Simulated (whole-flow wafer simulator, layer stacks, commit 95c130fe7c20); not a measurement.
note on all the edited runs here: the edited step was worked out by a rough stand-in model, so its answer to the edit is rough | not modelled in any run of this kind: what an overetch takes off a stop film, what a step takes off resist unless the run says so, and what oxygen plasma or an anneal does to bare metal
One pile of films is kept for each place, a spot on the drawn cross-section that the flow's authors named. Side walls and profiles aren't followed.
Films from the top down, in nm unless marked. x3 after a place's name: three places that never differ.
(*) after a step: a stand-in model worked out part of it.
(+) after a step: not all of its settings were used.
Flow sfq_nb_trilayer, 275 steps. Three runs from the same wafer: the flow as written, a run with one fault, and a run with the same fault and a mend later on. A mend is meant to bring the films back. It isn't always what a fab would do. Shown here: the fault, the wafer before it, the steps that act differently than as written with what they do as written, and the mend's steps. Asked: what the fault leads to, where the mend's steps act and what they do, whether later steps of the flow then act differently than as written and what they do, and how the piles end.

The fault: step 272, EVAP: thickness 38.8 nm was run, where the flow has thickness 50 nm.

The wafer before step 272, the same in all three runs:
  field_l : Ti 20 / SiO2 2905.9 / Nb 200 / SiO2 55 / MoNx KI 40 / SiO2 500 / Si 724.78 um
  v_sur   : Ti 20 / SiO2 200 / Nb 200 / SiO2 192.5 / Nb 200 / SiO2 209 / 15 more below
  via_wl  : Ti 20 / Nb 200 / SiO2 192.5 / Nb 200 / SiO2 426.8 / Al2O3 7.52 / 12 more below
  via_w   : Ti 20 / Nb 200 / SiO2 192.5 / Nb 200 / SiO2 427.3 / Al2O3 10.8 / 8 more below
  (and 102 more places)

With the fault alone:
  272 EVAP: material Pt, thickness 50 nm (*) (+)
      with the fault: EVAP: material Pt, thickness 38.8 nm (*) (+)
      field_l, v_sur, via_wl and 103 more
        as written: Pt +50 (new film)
        with the fault: Pt +38.8 (new film)
  Later steps of the flow that act differently than as written:
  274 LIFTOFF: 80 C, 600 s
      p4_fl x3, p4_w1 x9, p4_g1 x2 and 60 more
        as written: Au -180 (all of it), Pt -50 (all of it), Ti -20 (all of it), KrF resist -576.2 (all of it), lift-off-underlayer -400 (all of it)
        with the fault: Au -180 (all of it), Pt -38.8 (all of it), Ti -20 (all of it), KrF resist -576.2 (all of it), lift-off-underlayer -400 (all of it)
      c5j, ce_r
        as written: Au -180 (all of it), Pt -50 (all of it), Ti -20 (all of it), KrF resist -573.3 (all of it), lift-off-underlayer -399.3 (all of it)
        with the fault: Au -180 (all of it), Pt -38.8 (all of it), Ti -20 (all of it), KrF resist -573.3 (all of it), lift-off-underlayer -399.3 (all of it)
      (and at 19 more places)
  At the end the piles differ from the flow's by more than 2% or 0.5 nm, whichever is larger, at field_l, v_sur, via_wl and 8 more.
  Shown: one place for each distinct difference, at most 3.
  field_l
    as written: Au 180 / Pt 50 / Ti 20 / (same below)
    with the fault: Au 180 / Pt 38.8 / Ti 20 / (same below)

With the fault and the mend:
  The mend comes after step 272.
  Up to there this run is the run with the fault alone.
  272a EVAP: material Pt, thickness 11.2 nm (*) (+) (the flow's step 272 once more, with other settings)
      field_l, v_sur, via_wl and 103 more
        Pt +11.2
  No later step of the flow acts differently than as written at any place that is followed.
  At the end the piles are the same as the flow's at every place that both follow.
